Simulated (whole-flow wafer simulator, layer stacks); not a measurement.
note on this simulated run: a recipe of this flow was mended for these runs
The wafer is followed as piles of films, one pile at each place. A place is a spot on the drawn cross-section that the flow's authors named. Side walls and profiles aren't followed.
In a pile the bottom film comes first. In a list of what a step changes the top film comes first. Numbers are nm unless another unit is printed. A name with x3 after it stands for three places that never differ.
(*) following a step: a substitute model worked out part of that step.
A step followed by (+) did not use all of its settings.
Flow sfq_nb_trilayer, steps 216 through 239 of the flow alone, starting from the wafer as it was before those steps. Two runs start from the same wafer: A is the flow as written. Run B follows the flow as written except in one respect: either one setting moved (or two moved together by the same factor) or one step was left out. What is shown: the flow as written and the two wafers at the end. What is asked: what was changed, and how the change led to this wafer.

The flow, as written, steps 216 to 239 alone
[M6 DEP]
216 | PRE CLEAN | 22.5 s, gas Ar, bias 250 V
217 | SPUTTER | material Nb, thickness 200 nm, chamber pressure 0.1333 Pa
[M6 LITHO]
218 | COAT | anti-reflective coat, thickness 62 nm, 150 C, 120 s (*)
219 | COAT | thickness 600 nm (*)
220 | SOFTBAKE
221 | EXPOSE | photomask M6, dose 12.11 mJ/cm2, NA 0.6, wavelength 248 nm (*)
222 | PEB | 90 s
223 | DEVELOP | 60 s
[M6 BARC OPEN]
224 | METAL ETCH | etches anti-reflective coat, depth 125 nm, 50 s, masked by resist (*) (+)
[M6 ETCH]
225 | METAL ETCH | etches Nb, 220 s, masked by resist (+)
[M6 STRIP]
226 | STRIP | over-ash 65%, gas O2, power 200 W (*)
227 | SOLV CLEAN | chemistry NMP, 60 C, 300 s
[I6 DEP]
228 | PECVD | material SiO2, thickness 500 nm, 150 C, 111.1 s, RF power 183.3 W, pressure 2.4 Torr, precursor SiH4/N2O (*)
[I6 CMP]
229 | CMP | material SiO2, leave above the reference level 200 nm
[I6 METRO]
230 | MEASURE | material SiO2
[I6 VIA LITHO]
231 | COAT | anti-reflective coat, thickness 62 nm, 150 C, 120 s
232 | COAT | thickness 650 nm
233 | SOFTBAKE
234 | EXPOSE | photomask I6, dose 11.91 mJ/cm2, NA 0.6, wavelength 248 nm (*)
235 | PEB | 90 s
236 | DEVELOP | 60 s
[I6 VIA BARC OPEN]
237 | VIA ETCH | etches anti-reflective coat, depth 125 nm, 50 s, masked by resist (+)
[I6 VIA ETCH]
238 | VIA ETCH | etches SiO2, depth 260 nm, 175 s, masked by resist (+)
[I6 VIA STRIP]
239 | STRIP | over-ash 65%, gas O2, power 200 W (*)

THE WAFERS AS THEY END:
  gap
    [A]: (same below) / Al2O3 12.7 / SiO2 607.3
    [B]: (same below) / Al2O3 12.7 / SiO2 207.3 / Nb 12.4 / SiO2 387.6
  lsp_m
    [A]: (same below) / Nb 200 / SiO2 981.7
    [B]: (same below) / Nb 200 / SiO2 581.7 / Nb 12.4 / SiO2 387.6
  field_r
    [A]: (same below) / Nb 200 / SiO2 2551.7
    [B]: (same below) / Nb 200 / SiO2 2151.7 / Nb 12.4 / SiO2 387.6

Cause: step 225, METAL ETCH: 172 s was run, while the flow as written has 220 s.

The path from the change to this, step by step:
  225 | METAL ETCH | etches Nb, 220 s, masked by resist (+)
      field_l, gap, moat and 76 more: A -200 Nb (all of it), -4 SiO2 | B -187.6 Nb
      v_sur, via_wl, via_w and 24 more: A -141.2 KrF-resist-other-grade | B -110.4 KrF-resist-other-grade
  226 | STRIP | over-ash 65%, gas O2, power 200 W (*)
      wl_c_m6, m6r_line_l x2: A -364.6 KrF-resist-other-grade (all of it), -62 anti-reflective coat (all of it) | B -395.4 KrF-resist-other-grade (all of it), -62 anti-reflective coat (all of it)
      wl_j_sl, wl_j_sr: A -365.3 KrF-resist-other-grade (all of it), -60.5 anti-reflective coat (all of it) | B -396.1 KrF-resist-other-grade (all of it), -60.5 anti-reflective coat (all of it)
      (as well as at 22 more places)
  228 | PECVD | material SiO2, thickness 500 nm, 150 C, 111.1 s, RF power 183.3 W, pressure 2.4 Torr, precursor SiH4/N2O (*)
      field_l, p4_fl x5, p4_w1 x9 and 50 more: A +500 SiO2 | B +500 SiO2 (new film)
      moat, field_r, lsp_l, ln_m5, lsp_m: A +493.5 SiO2 | B +494 SiO2 (new film)
      (as well as at 9 more places)
  229 | CMP | material SiO2, leave above the reference level 200 nm
      field_l, p4_fl x5, p4_w1 x9 and 47 more: A -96 SiO2 | B -112.4 SiO2
      moat, field_r, lsp_l, ln_m5, lsp_m: A -89.5 SiO2 | B -106.4 SiO2
      (as well as at 8 more places)
If metal films that touch count as one body, gap has 3 bodies (between them, from the top down: SiO2 207.3 / Al2O3 12.7 / Nb2O5 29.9; SiO2 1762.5); the flow as written gives 2 bodies (between them, from the top down: SiO2 1762.5).
If metal films that touch count as one body, lsp_m has 3 bodies (between them, from the top down: SiO2 581.7; SiO2 1370); the flow as written gives 2 bodies (between them, from the top down: SiO2 1370).
If metal films that touch count as one body, field_r has 2 bodies (between them, from the top down: SiO2 2151.7); the flow as written gives 1 body.
